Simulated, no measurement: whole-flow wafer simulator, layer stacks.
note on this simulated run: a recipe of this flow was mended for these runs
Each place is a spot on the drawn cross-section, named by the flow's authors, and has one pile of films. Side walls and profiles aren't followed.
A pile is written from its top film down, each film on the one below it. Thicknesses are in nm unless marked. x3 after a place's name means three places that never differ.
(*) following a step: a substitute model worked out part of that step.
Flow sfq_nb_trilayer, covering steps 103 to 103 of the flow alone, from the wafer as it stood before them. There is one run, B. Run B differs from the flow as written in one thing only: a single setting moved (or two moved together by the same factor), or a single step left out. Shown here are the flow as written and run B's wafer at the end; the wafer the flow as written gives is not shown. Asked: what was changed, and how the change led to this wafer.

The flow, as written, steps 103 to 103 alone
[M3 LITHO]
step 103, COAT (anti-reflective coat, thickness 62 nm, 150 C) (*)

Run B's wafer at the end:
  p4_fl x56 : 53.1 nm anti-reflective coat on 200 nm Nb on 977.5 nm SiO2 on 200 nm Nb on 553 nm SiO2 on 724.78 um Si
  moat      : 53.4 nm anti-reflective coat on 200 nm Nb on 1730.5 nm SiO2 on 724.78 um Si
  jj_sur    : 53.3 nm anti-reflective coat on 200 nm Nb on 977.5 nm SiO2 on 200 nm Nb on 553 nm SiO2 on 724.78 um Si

Cause: step 103, COAT: thickness 53.1 nm was run, though the flow has thickness 62 nm.
The wafer lets one read it off: p4_fl x56 has anti-reflective coat 53.1, and step 103 as written asks for 62 nm.

How this came from the change, step by step:
  step 103, COAT (anti-reflective coat, thickness 62 nm, 150 C) (*)
      p4_fl x56, wl_j_sl x15, wl_d_m1, l0r_line_l x3, m0r_space_l x2: +53.1 anti-reflective coat (new film) (as written it would have been: +62 anti-reflective coat (new film))
      moat, field_r, lsp_l and 6 more: +53.4 anti-reflective coat (new film) (as written it would have been: +62.3 anti-reflective coat (new film))
      (also at 20 further places)
